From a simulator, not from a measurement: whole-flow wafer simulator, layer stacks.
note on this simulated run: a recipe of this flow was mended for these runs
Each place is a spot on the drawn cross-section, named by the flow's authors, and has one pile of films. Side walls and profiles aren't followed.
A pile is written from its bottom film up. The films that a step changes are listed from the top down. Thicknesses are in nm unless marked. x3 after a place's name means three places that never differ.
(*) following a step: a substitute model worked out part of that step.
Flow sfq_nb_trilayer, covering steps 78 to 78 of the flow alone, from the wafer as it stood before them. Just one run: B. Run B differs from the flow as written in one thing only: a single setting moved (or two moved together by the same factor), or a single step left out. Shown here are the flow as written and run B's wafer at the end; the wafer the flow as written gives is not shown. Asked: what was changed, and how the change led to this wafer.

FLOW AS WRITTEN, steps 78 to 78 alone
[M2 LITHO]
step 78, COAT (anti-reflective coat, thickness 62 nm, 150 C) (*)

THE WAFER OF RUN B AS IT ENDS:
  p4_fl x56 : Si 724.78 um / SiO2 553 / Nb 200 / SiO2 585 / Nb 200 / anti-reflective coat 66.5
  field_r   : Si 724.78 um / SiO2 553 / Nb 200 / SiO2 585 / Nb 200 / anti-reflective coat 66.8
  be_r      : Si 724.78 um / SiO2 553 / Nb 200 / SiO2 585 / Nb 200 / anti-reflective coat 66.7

What caused this: step 78, COAT: thickness 66.5 nm was run, though the flow has thickness 62 nm.
One can read it off the wafer: p4_fl x56 has anti-reflective coat 66.5, and step 78 as written asks for 62 nm.

How this came from the change, step by step:
  step 78, COAT (anti-reflective coat, thickness 62 nm, 150 C) (*)
      p4_fl x56, wl_j_sl x16, l0r_line_l x3, m0r_space_l x2: anti-reflective coat gains 66.5 (new film) (in the flow as written it would be: anti-reflective coat gains 62 (new film))
      field_r, lsp_l, ln_m5, lsp_m, ln_m6, lsp_r, l0_sur, l0v: anti-reflective coat gains 66.8 (new film) (in the flow as written it would be: anti-reflective coat gains 62.3 (new film))
      (and at 21 other places as well)
